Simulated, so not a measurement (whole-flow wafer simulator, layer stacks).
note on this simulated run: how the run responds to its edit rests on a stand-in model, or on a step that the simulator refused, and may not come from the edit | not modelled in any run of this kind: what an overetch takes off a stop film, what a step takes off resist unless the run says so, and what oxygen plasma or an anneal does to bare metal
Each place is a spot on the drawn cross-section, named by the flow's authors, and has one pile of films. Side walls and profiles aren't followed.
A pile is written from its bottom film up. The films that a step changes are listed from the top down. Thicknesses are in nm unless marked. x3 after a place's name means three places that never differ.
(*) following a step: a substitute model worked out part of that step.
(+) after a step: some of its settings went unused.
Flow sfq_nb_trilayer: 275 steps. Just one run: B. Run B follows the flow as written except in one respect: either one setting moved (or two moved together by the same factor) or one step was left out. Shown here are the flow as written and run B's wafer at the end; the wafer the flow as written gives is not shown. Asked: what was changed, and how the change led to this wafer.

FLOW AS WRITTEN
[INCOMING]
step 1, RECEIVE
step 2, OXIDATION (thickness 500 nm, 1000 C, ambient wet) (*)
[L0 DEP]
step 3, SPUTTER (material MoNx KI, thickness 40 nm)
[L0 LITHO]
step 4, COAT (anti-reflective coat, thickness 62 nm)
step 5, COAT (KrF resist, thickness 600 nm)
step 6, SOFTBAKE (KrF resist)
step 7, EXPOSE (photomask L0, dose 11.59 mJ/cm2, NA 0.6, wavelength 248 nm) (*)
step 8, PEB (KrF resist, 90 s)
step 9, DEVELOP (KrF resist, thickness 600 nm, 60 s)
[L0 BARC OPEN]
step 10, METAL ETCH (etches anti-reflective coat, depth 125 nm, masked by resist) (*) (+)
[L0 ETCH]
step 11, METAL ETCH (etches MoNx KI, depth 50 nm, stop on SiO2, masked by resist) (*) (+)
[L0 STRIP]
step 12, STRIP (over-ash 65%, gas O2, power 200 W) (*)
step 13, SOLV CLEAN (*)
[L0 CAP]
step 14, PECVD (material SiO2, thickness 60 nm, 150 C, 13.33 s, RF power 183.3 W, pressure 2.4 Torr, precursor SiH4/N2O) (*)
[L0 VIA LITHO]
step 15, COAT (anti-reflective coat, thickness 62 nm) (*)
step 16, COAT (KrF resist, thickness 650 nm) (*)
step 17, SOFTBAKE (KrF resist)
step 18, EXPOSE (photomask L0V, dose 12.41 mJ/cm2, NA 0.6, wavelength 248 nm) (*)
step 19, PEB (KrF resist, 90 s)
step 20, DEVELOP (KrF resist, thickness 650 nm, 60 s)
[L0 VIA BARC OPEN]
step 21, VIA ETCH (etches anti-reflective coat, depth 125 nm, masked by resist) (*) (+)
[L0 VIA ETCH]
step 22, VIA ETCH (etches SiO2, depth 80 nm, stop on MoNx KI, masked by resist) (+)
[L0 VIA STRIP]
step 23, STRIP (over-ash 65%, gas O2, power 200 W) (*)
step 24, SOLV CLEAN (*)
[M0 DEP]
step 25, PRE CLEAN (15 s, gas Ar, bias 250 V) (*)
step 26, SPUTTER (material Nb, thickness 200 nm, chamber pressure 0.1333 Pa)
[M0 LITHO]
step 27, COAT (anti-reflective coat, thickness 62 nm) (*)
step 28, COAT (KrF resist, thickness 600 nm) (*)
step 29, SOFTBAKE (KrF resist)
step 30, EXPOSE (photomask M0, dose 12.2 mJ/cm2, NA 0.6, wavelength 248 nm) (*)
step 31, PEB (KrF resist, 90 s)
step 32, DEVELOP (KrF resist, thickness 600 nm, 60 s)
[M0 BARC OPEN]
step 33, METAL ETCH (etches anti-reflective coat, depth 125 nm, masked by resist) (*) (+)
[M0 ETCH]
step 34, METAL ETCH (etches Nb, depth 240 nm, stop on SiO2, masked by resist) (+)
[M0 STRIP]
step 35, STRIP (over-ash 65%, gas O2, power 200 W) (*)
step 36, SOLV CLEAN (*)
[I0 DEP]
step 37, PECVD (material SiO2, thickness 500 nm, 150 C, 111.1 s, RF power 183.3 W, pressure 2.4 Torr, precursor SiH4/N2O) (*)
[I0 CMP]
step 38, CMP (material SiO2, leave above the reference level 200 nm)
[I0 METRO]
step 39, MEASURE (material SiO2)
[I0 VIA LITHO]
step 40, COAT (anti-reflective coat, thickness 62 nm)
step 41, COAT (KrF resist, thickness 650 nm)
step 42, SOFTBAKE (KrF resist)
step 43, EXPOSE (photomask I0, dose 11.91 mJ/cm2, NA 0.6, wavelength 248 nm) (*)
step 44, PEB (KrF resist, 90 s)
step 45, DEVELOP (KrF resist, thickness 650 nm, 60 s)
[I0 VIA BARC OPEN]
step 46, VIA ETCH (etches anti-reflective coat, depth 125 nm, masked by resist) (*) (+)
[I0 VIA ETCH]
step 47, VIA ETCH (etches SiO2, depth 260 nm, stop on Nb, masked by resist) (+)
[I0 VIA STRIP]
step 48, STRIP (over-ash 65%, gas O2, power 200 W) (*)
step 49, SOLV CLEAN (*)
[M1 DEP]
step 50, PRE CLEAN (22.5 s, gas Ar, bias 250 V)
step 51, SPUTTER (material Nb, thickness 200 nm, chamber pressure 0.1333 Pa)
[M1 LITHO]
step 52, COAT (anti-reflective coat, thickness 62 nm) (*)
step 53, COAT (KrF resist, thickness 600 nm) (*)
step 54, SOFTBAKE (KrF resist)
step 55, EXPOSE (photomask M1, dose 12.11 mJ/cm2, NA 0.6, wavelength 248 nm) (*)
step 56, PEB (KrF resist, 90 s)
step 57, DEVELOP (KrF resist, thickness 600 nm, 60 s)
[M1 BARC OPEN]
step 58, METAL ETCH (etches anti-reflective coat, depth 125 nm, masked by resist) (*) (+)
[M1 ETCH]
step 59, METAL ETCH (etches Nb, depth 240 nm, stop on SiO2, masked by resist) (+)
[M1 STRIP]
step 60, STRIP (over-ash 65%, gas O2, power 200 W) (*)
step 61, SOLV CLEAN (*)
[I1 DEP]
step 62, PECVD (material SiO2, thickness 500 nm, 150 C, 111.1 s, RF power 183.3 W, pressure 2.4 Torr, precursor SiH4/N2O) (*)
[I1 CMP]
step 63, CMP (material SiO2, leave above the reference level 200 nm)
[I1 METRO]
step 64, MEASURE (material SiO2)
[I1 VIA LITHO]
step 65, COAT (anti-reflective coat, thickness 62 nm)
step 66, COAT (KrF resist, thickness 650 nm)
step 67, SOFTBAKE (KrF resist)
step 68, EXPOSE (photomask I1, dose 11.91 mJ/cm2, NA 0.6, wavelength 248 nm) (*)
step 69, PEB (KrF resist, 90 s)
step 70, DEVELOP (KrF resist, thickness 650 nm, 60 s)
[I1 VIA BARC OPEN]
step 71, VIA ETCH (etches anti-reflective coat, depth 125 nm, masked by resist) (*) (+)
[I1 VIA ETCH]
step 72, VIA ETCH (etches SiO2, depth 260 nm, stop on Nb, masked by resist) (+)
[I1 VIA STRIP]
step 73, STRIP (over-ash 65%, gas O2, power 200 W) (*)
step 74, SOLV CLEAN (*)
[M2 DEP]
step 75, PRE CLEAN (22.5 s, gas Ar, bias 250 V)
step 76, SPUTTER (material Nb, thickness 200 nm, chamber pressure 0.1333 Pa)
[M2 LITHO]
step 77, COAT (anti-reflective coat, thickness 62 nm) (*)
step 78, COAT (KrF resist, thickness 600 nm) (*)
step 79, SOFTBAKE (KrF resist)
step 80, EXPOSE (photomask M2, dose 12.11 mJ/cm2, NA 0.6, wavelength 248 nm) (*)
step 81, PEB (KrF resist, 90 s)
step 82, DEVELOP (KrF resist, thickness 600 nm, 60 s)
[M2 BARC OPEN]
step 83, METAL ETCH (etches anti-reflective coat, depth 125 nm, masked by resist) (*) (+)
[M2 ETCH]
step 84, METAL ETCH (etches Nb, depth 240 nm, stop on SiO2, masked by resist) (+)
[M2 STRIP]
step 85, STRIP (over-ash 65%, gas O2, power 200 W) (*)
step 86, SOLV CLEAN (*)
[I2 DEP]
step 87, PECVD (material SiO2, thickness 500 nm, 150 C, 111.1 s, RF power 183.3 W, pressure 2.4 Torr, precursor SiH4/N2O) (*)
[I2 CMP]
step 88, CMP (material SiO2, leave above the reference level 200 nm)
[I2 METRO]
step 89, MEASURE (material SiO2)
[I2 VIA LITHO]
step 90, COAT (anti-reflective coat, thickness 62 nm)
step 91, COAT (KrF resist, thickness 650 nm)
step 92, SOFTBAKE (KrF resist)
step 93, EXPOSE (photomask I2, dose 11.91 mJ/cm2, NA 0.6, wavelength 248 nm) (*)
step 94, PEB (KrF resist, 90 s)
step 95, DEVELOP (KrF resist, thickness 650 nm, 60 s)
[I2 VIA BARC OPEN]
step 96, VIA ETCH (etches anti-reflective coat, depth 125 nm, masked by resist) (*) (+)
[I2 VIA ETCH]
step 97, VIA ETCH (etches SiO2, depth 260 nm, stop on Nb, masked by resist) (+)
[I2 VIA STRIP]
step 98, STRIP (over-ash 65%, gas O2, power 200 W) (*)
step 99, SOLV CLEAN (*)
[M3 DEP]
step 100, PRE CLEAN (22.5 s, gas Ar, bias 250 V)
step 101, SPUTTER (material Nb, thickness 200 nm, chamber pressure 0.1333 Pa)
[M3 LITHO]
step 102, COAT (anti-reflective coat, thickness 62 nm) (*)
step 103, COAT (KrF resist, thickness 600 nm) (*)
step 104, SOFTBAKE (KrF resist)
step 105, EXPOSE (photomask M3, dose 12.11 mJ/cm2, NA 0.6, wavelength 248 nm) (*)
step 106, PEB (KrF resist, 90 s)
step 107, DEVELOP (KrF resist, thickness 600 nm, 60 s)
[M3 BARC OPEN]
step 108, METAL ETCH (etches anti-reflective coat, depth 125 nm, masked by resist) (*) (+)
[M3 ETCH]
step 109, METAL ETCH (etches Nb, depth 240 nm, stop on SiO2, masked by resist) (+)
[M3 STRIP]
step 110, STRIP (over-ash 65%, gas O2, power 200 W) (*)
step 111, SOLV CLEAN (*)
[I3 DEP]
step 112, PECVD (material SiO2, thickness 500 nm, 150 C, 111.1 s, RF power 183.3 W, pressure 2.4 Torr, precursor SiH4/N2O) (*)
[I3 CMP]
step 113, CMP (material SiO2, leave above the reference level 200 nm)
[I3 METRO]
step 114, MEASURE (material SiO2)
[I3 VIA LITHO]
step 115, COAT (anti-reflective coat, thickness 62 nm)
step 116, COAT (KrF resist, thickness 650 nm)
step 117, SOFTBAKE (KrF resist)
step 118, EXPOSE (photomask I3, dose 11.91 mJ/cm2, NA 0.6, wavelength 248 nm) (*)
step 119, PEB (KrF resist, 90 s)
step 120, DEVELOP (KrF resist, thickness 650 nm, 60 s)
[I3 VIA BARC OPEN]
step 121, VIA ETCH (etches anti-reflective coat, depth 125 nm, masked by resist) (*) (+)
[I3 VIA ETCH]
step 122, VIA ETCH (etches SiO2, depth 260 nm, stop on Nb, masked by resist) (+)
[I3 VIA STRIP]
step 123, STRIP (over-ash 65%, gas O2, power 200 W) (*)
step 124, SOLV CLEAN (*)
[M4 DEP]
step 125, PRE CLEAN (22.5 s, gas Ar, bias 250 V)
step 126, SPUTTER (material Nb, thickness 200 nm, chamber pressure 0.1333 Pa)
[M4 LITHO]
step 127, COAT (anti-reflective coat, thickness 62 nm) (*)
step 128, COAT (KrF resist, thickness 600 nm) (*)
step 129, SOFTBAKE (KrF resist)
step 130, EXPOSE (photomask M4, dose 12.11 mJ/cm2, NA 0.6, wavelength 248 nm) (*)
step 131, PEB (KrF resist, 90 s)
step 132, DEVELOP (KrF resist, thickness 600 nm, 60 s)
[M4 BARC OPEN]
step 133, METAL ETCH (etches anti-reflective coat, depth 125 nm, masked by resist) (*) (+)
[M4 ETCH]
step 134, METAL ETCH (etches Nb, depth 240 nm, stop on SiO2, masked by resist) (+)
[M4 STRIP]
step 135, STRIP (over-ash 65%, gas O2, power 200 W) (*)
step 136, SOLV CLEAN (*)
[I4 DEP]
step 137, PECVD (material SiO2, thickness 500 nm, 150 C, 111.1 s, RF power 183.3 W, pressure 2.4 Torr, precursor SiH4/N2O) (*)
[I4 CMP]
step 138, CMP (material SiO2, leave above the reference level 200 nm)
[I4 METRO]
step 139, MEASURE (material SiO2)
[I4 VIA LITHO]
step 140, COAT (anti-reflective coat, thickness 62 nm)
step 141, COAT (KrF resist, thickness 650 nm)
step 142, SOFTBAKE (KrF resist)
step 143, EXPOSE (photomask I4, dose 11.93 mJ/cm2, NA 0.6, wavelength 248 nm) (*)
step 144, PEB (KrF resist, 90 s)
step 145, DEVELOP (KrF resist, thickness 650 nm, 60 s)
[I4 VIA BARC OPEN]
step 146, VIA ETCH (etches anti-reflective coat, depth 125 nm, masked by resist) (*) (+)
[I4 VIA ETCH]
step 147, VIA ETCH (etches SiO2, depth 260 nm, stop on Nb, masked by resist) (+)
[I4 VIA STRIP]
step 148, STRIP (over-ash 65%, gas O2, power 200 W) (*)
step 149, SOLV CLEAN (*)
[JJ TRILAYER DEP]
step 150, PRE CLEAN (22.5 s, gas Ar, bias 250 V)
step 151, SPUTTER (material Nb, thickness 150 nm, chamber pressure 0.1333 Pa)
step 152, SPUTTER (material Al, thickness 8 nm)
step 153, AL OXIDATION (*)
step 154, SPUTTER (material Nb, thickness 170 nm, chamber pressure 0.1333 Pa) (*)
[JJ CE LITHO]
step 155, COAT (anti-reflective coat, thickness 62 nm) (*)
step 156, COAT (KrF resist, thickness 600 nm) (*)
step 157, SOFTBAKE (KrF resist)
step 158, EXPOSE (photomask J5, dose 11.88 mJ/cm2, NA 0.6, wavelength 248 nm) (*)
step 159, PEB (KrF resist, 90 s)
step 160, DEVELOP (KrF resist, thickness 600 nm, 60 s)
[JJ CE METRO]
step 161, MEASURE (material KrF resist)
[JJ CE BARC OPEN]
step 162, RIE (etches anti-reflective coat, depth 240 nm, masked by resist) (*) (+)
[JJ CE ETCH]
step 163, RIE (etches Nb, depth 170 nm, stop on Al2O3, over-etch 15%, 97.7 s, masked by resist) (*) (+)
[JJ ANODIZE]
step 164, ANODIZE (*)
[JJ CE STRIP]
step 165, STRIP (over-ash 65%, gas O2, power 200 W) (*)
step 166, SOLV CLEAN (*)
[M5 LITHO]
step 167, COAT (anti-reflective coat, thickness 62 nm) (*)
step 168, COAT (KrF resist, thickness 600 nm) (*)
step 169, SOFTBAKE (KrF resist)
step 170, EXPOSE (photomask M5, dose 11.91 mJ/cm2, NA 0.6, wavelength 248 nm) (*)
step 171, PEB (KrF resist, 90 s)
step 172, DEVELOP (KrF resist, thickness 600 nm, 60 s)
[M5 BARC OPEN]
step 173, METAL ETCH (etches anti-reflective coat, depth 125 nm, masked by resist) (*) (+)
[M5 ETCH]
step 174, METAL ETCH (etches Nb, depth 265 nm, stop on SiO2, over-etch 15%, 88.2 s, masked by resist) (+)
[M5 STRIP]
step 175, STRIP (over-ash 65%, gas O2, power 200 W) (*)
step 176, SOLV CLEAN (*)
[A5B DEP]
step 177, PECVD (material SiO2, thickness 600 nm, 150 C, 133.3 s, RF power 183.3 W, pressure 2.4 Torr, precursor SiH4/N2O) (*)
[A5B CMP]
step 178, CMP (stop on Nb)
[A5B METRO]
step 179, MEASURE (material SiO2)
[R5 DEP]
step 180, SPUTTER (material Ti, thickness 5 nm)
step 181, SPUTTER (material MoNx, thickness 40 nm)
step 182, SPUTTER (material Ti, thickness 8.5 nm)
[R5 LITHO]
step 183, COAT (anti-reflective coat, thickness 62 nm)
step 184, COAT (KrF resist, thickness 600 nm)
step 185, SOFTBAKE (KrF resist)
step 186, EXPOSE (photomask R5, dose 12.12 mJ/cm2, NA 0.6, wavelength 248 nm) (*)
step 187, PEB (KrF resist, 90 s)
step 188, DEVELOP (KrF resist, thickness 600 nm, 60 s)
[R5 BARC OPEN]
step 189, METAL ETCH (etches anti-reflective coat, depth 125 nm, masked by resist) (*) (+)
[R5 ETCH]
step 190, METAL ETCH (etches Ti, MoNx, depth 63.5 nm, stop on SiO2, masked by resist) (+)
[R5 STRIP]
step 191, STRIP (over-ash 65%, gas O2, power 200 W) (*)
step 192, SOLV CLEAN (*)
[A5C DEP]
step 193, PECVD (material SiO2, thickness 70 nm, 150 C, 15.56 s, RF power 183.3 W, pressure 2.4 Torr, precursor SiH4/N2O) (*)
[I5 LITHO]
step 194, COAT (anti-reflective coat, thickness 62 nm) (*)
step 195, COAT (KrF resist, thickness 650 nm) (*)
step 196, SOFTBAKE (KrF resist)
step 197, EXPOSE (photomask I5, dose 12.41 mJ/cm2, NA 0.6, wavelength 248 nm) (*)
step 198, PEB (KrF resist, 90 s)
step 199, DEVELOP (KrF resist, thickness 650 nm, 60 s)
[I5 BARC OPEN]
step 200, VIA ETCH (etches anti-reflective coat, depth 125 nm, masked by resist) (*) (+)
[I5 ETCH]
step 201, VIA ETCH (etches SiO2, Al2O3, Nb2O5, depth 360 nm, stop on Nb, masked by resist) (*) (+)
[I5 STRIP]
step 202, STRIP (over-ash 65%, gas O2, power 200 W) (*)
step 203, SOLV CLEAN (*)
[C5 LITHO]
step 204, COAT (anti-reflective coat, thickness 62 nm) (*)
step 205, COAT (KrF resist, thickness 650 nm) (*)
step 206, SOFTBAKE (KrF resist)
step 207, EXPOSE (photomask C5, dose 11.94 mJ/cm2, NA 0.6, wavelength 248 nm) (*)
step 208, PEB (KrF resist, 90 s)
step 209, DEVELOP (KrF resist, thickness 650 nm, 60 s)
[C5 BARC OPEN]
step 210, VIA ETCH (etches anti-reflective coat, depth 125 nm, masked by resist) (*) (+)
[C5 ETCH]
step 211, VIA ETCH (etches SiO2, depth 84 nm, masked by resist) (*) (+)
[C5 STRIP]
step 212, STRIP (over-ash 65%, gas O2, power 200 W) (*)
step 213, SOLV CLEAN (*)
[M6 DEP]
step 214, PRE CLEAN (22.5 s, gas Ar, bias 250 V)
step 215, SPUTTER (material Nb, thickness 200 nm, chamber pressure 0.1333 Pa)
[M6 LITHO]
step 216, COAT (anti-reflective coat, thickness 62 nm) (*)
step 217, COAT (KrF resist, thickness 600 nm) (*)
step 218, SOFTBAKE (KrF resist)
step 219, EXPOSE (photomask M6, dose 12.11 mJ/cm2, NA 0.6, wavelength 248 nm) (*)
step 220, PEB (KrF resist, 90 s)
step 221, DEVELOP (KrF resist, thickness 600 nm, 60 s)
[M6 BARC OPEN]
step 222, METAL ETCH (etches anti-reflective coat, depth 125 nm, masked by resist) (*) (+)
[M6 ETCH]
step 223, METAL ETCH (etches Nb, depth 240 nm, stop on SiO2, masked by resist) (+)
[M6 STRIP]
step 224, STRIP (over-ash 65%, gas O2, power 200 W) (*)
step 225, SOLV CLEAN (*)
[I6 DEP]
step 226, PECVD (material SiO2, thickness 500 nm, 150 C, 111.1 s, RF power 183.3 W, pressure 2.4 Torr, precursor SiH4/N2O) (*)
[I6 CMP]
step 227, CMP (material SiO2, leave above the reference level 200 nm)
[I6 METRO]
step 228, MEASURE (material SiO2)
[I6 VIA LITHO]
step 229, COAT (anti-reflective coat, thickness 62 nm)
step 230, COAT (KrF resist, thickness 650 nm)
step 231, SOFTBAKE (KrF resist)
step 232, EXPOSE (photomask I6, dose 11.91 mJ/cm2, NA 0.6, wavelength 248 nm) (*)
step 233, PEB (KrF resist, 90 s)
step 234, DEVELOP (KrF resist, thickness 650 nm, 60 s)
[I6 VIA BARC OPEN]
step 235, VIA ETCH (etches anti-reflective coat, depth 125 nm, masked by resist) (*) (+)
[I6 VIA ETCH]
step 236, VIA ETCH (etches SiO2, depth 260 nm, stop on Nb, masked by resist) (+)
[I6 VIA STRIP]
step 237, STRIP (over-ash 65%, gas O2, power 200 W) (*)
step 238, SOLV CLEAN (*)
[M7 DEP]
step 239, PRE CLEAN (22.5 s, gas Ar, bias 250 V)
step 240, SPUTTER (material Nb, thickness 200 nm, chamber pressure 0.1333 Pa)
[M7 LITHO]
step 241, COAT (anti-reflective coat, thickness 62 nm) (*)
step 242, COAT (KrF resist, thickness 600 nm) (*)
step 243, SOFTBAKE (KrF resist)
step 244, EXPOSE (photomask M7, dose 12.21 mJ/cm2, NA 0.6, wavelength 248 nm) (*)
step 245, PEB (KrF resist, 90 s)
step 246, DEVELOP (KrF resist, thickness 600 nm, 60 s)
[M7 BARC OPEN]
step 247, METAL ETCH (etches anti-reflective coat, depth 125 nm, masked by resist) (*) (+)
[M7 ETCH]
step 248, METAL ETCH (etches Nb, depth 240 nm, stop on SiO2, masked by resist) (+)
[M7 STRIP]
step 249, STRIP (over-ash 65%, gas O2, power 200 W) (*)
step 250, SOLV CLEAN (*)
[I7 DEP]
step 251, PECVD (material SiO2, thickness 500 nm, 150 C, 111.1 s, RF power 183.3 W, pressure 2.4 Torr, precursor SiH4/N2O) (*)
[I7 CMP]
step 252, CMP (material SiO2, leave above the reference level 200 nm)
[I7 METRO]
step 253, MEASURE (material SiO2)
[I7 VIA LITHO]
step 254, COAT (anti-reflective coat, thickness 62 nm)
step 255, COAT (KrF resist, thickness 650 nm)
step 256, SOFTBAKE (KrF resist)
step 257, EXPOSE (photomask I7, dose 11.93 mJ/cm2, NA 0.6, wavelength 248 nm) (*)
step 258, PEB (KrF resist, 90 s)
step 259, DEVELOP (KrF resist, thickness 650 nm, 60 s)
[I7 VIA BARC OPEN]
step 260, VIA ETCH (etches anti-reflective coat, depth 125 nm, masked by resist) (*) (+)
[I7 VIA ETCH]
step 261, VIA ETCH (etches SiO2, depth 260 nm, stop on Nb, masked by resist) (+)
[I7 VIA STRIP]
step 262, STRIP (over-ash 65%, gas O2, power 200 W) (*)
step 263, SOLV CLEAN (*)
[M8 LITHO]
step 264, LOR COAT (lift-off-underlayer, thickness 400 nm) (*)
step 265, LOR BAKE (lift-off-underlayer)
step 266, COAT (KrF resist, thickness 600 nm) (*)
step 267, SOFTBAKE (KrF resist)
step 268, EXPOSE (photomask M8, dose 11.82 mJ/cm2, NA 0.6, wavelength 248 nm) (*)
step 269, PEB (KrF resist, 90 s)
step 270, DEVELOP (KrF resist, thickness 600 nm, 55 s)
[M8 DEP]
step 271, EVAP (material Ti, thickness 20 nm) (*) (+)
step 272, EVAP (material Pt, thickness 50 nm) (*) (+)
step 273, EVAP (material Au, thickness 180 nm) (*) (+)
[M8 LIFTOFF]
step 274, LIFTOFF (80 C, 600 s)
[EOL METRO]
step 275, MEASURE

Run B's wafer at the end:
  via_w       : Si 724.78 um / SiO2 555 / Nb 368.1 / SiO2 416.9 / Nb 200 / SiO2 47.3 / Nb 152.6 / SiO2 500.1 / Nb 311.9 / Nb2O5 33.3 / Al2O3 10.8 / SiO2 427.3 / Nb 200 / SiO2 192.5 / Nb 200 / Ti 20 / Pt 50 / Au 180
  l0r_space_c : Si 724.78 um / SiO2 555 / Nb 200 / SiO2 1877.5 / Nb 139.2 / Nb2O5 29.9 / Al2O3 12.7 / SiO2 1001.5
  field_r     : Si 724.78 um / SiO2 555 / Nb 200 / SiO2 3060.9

The reason: step 88, CMP: leave above the reference level 315 nm was run, while the flow as written has leave above the reference level 200 nm.

Step by step, how the change led to this:
  step 88, CMP (material SiO2, leave above the reference level 200 nm)
      field_l, be, be_sur and 81 more: nothing (as written it would have been: SiO2 loses 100)
      v_sur, via_wl, via_w and 18 more: SiO2 loses 185 (as written it would have been: SiO2 loses 300)
      (also at 1 further place)
  step 90, COAT (anti-reflective coat, thickness 62 nm)
      l0r_line_l, m5r_space_l, m5r_space_r: anti-reflective coat gains 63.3 (new film) (as written it would have been: anti-reflective coat gains 62 (new film))
      m0r_space_l, m6r_space_l, m7r_space_l: anti-reflective coat gains 64.1 (new film) (as written it would have been: anti-reflective coat gains 62 (new film))
      (also at 23 further places)
  step 97, VIA ETCH (etches SiO2, depth 260 nm, stop on Nb, masked by resist) (+)
      via_w: SiO2 loses 260 (as written it would have been: SiO2 loses 199.8 (all of it))
  step 98, STRIP (over-ash 65%, gas O2, power 200 W) (*)
      m0r_space_l, m6r_space_l, m7r_space_l: KrF resist loses 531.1 (all of it), anti-reflective coat loses 64.1 (all of it) (as written it would have been: KrF resist loses 528.6 (all of it), anti-reflective coat loses 62 (all of it))
      m0r_space_r, m6r_space_r, m7r_space_r: KrF resist loses 531 (all of it), anti-reflective coat loses 64.2 (all of it) (as written it would have been: KrF resist loses 528.6 (all of it), anti-reflective coat loses 62 (all of it))
      (also at 23 further places)
  step 100, PRE CLEAN (22.5 s, gas Ar, bias 250 V)
      via_w: SiO2 loses 7.5 (as written it would have been: Nb loses 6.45)
  step 101, SPUTTER (material Nb, thickness 200 nm, chamber pressure 0.1333 Pa)
      via_w: Nb gains 152.6 (new film) (as written it would have been: Nb gains 165.5)
  step 102, COAT (anti-reflective coat, thickness 62 nm) (*)
      wl_g_sr, m0r_space_l, m6r_space_l, m7r_space_l: anti-reflective coat gains 64 (new film) (as written it would have been: anti-reflective coat gains 62 (new film))
      m0r_space_r, m6r_space_r, m7r_space_r: anti-reflective coat gains 63.9 (new film) (as written it would have been: anti-reflective coat gains 62 (new film))
      (also at 22 further places)
  step 103, COAT (KrF resist, thickness 600 nm) (*)
      via_w: KrF resist gains 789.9 (new film) (as written it would have been: KrF resist gains 737.9 (new film))
  step 108, METAL ETCH (etches anti-reflective coat, depth 125 nm, masked by resist) (*) (+)
      wl_g_sr, m0r_space_l, m6r_space_l, m7r_space_l: anti-reflective coat loses 64 (all of it) (as written it would have been: anti-reflective coat loses 62 (all of it))
      m0r_space_r, m6r_space_r, m7r_space_r: anti-reflective coat loses 63.9 (all of it) (as written it would have been: anti-reflective coat loses 62 (all of it))
      (also at 13 further places)
  step 110, STRIP (over-ash 65%, gas O2, power 200 W) (*)
      v_sur: KrF resist loses 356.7 (all of it), anti-reflective coat loses 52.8 (all of it) (as written it would have been: KrF resist loses 365.3 (all of it), anti-reflective coat loses 61.1 (all of it))
      via_wl: KrF resist loses 376.6 (all of it), anti-reflective coat loses 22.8 (all of it) (as written it would have been: KrF resist loses 384.2 (all of it), anti-reflective coat loses 34.2 (all of it))
      (also at 8 further places)
  step 112, PECVD (material SiO2, thickness 500 nm, 150 C, 111.1 s, RF power 183.3 W, pressure 2.4 Torr, precursor SiH4/N2O) (*)
      via_w: SiO2 gains 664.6 (new film) (as written it would have been: SiO2 gains 615 (new film))
  step 113, CMP (material SiO2, leave above the reference level 200 nm)
      field_l, be, be_sur and 64 more: SiO2 loses 85 (as written it would have been: SiO2 loses 100)
      p4_w1, p4_w2, p4_w3 and 6 more: SiO2 loses 285 (as written it would have been: SiO2 loses 300)
      (also at 9 further places)
If metal films that touch count as one body, via_w has 6 bodies (between them, from the top down: SiO2 192.5; SiO2 427.3 / Al2O3 10.8 / Nb2O5 33.3; SiO2 500.1; SiO2 47.3; SiO2 416.9); the flow as written gives 5 bodies (between them, from the top down: SiO2 192.5; SiO2 427.3 / Al2O3 10.8 / Nb2O5 33.3; SiO2 425.9; SiO2 416.9).
